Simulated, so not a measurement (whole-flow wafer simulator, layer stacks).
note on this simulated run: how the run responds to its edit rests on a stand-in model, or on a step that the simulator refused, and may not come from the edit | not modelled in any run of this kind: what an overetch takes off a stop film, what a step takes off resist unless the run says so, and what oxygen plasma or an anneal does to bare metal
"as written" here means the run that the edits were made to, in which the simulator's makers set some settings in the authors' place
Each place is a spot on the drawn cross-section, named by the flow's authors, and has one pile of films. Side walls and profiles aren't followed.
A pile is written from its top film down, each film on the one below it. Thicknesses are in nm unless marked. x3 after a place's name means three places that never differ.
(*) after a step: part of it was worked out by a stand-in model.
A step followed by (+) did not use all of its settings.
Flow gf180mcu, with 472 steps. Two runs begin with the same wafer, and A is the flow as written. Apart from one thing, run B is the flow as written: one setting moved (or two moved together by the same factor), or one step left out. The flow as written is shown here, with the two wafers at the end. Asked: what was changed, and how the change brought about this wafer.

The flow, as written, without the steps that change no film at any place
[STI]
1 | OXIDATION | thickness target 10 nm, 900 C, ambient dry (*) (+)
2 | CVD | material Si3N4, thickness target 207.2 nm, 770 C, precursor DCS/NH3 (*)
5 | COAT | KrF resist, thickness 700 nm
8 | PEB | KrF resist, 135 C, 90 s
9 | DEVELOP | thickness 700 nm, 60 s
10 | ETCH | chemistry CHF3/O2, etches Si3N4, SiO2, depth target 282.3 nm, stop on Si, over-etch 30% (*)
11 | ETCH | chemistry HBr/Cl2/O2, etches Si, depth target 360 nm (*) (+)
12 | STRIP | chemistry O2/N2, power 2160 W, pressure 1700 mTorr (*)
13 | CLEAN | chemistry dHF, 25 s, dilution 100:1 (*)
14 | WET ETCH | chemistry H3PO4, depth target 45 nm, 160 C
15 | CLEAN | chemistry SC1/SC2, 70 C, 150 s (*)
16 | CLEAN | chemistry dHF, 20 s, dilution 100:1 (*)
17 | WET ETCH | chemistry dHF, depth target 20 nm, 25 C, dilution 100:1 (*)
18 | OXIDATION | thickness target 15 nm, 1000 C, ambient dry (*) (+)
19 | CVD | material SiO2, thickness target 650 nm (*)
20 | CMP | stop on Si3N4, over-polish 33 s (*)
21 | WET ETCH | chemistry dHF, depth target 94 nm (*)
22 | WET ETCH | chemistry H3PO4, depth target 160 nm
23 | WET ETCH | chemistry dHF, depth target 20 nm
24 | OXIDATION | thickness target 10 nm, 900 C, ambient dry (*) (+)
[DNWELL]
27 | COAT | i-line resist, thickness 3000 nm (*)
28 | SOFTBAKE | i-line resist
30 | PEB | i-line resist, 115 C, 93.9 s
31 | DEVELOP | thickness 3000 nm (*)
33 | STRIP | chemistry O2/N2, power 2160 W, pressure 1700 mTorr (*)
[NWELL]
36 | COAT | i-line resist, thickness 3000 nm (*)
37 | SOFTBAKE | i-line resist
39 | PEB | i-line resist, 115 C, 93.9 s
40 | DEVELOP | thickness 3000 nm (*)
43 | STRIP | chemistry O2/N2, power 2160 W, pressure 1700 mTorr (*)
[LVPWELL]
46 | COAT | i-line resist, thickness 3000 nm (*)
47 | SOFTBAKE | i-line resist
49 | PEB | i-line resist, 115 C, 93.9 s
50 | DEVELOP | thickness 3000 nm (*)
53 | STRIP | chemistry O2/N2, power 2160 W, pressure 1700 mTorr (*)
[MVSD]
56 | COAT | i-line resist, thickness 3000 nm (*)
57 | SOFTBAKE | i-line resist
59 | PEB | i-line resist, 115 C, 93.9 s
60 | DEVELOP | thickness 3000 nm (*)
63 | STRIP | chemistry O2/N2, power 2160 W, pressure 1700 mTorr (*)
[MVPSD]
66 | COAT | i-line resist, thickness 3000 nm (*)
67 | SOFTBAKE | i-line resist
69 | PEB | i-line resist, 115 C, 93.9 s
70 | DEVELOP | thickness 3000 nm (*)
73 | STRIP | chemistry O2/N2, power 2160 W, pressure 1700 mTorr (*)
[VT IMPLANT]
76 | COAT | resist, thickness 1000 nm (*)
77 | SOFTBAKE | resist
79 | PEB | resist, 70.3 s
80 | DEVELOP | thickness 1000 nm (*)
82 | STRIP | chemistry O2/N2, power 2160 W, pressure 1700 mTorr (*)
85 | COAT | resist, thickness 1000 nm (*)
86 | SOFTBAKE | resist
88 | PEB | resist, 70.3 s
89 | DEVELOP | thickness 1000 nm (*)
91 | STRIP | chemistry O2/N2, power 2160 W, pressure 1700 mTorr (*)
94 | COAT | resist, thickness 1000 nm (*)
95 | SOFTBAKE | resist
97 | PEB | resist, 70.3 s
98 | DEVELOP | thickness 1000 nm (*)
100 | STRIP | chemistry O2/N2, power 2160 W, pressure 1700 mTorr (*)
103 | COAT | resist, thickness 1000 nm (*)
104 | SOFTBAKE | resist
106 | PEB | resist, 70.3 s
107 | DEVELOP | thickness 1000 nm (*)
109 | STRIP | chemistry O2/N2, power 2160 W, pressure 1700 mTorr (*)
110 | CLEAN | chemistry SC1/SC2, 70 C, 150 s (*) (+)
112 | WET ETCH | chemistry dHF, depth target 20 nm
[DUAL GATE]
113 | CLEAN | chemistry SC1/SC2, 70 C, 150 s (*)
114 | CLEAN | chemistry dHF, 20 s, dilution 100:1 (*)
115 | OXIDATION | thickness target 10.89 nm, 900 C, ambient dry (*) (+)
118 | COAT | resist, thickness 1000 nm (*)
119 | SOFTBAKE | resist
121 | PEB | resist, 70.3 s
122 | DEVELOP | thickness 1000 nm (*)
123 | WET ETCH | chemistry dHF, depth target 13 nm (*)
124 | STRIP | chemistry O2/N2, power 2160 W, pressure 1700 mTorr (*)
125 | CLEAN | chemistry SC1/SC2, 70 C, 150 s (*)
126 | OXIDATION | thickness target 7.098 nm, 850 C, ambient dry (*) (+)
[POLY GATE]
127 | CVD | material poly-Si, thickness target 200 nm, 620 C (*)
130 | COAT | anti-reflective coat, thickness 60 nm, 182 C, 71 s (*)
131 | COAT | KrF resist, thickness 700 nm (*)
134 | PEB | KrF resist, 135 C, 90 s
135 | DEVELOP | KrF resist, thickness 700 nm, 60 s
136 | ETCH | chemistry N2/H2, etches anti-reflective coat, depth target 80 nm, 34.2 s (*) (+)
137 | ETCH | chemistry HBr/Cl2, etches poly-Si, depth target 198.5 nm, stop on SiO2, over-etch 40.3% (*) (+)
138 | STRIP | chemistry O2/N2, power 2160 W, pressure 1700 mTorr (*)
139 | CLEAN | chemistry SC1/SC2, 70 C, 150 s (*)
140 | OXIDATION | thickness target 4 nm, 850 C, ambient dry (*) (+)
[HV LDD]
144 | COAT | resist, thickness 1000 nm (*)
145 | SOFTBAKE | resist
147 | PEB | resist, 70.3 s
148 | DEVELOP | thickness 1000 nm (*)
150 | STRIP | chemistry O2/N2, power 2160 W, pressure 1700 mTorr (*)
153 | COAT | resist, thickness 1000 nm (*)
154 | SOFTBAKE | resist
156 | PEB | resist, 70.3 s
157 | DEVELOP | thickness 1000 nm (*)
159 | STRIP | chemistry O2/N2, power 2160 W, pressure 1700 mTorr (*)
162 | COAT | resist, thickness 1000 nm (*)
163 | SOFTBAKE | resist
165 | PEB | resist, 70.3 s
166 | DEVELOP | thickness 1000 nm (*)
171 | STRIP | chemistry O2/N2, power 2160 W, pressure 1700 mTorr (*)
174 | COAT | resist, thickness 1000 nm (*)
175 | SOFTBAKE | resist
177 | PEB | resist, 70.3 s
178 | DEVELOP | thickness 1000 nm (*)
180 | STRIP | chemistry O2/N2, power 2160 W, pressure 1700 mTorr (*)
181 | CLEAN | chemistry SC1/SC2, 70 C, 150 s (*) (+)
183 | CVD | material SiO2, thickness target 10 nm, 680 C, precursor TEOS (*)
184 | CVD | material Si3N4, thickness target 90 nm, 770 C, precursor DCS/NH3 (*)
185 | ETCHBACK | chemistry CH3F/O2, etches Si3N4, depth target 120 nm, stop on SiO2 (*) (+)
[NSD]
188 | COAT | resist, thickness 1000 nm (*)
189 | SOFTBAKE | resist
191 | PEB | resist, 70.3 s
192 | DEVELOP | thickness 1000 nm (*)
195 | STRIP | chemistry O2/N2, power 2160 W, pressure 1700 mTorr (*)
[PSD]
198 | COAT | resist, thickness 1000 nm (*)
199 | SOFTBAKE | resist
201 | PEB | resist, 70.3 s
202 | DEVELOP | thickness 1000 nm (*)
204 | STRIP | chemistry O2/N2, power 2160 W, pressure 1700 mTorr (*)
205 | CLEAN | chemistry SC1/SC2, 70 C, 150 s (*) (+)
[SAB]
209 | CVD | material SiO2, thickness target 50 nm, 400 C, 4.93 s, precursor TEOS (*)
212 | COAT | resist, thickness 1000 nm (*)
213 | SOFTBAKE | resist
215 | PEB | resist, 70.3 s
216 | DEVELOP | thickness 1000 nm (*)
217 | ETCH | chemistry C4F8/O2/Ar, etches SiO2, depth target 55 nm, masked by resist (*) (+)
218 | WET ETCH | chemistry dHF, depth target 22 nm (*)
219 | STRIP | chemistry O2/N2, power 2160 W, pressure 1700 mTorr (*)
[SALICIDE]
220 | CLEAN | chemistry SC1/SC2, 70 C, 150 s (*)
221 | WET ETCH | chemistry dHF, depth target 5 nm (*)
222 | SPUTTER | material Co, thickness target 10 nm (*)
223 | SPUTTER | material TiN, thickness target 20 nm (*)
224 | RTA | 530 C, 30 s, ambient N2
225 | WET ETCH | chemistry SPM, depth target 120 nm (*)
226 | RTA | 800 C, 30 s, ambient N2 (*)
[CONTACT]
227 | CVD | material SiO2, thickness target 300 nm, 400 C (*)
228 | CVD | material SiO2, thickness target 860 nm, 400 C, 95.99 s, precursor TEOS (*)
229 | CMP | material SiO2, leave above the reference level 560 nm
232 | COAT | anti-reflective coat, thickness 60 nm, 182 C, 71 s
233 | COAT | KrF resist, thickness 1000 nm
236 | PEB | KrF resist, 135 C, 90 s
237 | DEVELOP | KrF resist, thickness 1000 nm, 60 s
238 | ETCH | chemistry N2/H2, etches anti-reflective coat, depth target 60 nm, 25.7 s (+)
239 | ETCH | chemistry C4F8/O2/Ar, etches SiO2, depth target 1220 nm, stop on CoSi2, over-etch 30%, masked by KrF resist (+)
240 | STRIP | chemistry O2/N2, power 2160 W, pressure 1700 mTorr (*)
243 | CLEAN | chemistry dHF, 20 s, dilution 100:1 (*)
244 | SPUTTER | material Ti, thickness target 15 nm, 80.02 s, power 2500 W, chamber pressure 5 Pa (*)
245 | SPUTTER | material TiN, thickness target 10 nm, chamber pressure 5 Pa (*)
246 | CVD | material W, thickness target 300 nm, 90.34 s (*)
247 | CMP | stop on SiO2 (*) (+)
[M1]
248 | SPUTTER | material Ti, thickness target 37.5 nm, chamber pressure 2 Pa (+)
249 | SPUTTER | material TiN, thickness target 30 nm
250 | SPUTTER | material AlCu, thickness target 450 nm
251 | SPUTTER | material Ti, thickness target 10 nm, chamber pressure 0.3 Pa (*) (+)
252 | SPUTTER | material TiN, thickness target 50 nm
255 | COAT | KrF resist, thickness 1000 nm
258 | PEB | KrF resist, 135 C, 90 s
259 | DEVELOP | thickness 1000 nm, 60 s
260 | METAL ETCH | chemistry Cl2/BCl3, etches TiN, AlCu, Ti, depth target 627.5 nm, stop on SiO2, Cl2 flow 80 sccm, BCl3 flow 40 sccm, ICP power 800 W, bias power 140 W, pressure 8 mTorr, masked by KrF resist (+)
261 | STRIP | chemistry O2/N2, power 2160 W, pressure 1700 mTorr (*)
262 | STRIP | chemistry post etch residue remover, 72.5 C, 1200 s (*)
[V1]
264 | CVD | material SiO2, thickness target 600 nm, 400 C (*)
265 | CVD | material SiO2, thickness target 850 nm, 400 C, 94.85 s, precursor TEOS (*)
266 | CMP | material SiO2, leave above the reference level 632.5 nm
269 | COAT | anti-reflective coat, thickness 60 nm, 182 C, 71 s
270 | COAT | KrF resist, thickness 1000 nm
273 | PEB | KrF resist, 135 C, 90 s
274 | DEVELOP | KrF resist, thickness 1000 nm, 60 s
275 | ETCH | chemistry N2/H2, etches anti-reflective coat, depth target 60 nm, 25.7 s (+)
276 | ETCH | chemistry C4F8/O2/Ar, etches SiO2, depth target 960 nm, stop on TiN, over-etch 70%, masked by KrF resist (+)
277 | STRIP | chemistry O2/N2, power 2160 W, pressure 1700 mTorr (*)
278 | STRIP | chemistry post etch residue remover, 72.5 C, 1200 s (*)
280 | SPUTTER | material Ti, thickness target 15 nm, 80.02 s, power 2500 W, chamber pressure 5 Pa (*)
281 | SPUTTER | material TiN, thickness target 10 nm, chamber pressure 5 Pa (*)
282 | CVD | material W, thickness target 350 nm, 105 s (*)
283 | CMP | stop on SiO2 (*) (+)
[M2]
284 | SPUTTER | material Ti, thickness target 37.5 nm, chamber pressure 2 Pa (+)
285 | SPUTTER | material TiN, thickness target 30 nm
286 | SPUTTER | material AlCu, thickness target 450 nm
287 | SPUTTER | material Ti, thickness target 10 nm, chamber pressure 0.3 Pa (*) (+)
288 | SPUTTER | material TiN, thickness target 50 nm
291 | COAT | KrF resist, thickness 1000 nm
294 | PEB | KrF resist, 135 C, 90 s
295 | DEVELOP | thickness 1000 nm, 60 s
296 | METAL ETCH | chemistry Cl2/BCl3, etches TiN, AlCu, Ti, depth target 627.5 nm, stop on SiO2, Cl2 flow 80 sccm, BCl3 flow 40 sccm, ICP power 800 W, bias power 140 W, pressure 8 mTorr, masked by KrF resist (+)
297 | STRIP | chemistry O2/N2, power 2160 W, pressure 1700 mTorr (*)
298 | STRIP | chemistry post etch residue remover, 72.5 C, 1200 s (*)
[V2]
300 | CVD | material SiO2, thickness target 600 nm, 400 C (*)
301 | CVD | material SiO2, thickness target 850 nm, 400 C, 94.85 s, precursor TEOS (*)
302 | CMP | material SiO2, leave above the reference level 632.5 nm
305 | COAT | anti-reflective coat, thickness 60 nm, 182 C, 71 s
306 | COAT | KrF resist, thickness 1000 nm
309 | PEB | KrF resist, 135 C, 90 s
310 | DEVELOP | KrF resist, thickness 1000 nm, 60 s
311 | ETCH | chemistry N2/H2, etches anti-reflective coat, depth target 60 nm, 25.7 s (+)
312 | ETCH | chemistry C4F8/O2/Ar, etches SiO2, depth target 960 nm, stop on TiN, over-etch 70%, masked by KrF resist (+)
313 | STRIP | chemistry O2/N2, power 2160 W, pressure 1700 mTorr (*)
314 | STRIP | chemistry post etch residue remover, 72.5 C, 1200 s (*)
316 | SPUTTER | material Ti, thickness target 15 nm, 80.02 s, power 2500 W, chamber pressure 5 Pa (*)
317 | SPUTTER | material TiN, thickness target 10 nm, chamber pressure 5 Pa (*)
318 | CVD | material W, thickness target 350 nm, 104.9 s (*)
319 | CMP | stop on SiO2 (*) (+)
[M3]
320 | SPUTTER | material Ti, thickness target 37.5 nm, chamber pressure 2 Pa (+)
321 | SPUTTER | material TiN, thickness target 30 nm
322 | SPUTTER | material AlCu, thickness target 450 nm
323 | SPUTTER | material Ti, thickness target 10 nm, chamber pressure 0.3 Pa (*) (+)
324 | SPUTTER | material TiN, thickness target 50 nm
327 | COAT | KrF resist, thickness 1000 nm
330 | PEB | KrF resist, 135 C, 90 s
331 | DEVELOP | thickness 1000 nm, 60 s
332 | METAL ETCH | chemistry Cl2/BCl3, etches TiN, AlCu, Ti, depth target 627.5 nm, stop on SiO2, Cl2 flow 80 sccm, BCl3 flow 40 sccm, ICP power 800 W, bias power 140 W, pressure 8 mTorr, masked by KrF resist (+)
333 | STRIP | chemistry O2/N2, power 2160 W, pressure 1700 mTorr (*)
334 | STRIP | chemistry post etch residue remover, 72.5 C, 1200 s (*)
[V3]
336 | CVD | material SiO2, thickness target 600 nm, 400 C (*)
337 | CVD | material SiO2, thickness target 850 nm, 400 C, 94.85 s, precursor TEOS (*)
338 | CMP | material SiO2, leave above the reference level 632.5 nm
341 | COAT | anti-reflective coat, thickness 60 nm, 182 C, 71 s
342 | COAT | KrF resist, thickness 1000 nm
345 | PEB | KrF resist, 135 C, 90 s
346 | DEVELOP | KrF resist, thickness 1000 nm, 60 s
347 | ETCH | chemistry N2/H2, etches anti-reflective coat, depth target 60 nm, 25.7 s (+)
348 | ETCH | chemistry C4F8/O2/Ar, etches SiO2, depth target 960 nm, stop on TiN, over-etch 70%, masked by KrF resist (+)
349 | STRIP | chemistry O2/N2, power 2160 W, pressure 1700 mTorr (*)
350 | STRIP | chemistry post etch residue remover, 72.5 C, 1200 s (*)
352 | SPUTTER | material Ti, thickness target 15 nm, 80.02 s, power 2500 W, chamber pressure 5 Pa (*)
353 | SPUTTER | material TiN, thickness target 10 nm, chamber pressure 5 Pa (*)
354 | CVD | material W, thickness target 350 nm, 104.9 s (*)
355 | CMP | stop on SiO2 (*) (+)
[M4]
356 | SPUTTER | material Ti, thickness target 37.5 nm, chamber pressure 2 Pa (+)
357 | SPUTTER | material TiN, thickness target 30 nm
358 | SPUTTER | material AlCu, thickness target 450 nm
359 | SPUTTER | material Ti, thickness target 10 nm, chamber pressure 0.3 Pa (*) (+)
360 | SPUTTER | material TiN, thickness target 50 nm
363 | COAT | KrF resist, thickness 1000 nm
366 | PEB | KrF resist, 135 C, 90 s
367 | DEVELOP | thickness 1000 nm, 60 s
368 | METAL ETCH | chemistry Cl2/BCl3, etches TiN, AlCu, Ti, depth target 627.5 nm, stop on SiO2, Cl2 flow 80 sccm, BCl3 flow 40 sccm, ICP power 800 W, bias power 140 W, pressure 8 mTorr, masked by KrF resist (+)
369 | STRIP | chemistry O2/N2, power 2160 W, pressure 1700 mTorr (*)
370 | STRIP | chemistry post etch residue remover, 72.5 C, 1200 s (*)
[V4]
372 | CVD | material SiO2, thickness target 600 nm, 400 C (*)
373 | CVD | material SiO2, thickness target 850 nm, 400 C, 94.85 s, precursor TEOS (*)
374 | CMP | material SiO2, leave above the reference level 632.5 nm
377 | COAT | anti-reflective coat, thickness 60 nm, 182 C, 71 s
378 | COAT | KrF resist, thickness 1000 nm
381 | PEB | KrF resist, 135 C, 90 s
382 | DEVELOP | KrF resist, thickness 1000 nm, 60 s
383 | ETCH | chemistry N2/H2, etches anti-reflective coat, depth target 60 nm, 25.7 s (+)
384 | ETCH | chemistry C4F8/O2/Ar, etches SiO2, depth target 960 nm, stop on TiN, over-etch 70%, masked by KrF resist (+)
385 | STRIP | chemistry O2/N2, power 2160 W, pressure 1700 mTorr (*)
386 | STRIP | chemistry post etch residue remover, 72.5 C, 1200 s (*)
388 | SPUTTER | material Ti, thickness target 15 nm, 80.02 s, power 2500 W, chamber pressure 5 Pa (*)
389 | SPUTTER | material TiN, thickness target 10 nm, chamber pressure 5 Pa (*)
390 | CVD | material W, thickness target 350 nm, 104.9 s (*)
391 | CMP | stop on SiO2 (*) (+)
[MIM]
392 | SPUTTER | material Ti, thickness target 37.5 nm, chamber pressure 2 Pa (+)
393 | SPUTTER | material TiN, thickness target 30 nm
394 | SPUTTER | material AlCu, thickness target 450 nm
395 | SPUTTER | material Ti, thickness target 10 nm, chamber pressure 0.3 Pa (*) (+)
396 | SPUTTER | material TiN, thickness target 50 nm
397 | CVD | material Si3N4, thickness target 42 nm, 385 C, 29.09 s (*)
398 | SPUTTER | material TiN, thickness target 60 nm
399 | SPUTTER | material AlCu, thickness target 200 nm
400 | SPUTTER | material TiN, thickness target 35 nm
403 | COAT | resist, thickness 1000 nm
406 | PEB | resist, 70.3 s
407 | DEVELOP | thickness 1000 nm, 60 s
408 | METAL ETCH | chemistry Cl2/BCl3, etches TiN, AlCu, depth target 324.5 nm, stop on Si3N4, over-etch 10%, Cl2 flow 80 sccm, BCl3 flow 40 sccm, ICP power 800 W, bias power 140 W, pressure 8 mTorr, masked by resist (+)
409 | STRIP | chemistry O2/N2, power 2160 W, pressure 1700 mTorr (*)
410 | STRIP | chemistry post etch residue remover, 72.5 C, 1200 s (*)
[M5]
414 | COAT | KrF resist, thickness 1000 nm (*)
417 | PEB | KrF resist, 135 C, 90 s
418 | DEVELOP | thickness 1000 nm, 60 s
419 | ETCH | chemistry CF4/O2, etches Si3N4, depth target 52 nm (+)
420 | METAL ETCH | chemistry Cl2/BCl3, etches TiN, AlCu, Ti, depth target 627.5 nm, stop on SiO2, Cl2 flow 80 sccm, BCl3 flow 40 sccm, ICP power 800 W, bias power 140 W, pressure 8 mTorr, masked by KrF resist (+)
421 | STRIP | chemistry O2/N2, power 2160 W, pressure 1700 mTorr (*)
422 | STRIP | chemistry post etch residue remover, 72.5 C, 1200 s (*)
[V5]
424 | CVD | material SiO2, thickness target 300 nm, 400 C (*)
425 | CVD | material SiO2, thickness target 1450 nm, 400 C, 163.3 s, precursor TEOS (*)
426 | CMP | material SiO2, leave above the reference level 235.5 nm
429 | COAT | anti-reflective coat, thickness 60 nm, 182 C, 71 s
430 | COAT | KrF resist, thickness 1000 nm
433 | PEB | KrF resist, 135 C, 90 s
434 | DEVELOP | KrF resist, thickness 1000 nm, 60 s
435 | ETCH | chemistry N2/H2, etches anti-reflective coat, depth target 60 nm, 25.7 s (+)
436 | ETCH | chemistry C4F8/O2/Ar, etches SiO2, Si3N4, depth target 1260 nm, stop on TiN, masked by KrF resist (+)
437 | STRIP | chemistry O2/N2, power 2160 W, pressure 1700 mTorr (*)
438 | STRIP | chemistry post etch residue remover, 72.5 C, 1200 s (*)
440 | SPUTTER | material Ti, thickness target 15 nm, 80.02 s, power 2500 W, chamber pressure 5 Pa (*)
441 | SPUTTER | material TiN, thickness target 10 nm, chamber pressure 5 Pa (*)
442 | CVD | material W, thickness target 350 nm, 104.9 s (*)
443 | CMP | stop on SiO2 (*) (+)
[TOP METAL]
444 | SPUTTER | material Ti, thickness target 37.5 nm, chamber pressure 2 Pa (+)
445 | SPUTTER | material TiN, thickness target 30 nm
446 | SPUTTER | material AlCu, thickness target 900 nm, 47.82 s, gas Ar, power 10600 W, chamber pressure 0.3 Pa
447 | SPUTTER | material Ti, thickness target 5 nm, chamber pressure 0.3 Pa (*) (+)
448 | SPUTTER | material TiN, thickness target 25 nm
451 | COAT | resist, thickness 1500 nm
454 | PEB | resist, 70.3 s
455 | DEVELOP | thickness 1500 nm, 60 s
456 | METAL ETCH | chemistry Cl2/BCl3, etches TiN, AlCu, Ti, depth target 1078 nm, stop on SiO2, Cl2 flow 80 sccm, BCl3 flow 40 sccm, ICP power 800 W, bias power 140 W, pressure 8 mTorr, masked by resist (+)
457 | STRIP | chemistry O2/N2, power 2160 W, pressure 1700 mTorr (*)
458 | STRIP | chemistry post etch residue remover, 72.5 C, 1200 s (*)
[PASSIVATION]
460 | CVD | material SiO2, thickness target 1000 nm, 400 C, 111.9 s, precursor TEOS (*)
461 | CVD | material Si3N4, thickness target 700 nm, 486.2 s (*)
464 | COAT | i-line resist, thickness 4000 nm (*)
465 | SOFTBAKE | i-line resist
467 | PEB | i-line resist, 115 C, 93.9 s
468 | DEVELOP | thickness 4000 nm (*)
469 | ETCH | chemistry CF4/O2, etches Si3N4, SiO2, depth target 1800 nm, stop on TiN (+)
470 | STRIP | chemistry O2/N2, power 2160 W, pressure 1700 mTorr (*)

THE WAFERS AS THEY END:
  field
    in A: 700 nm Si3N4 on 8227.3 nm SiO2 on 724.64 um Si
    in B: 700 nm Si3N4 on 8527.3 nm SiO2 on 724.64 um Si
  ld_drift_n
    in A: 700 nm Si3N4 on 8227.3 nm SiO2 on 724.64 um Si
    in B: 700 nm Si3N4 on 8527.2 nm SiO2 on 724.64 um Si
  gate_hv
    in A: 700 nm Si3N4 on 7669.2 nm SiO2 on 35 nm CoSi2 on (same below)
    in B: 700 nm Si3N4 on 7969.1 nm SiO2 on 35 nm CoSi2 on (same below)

The reason: step 374, CMP: leave above the reference level 955.1 nm was run, though the flow has leave above the reference level 632.5 nm.

How this came from the change, step by step:
  374 | CMP | material SiO2, leave above the reference level 632.5 nm
      field, field__w1, field__w2 and 103 more: A SiO2 loses 300 | B nothing
      field__w8, contact, m1, m1__w1, m1_nw: A SiO2 loses 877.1 | B SiO2 loses 554.5
  377 | COAT | anti-reflective coat, thickness 60 nm, 182 C, 71 s
      field: A anti-reflective coat gains 60 (new film) | B anti-reflective coat gains 68.9 (new film)
      field__w8: A anti-reflective coat gains 60 (new film) | B anti-reflective coat gains 47 (new film)
      (and at 11 other places as well)
  383 | ETCH | chemistry N2/H2, etches anti-reflective coat, depth target 60 nm, 25.7 s (+)
      contact: A anti-reflective coat loses 60 (all of it), SiO2 loses 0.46 | B anti-reflective coat loses 47.2 (all of it), SiO2 loses 0.79
  384 | ETCH | chemistry C4F8/O2/Ar, etches SiO2, depth target 960 nm, stop on TiN, over-etch 70%, masked by KrF resist (+)
      contact: A SiO2 loses 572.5 (all of it) | B SiO2 loses 894.7 (all of it)
  385 | STRIP | chemistry O2/N2, power 2160 W, pressure 1700 mTorr (*)
      field: A KrF resist loses 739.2 (all of it), anti-reflective coat loses 60 (all of it) | B KrF resist loses 734.6 (all of it), anti-reflective coat loses 68.9 (all of it)
      field__w8: A KrF resist loses 739.2 (all of it), anti-reflective coat loses 60 (all of it) | B KrF resist loses 737.1 (all of it), anti-reflective coat loses 47 (all of it)
      (and at 10 other places as well)
  388 | SPUTTER | material Ti, thickness target 15 nm, 80.02 s, power 2500 W, chamber pressure 5 Pa (*)
      contact: A Ti gains 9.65 (new film) | B Ti gains 8.11 (new film)
  389 | SPUTTER | material TiN, thickness target 10 nm, chamber pressure 5 Pa (*)
      contact: A TiN gains 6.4 (new film) | B TiN gains 5.38 (new film)
  390 | CVD | material W, thickness target 350 nm, 104.9 s (*)
      contact: A W gains 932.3 (new film) | B W gains 1234.8 (new film)
  391 | CMP | stop on SiO2 (*) (+)
      field__w8, m1, m1__w1, m1_nw: A W loses 350 (all of it), TiN loses 10 (all of it), Ti loses 15 (all of it), SiO2 loses 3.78 | B W loses 350 (all of it), TiN loses 10 (all of it), Ti loses 15 (all of it), SiO2 loses 4.77
  404 | SOFTBAKE | resist
      field__w8: A nothing | B resist loses 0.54
      m1: A nothing | B resist loses 0.72
      (and at 2 other places as well)
  421 | STRIP | chemistry O2/N2, power 2160 W, pressure 1700 mTorr (*)
      field__w8: A KrF resist loses 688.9 (all of it) | B KrF resist loses 670.9 (all of it)
      m1: A KrF resist loses 689.3 (all of it) | B KrF resist loses 671.2 (all of it)
      (and at 2 other places as well)
  426 | CMP | material SiO2, leave above the reference level 235.5 nm
      field__w8, m1, m1__w1, m1_nw: A SiO2 loses 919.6 | B SiO2 loses 941.2
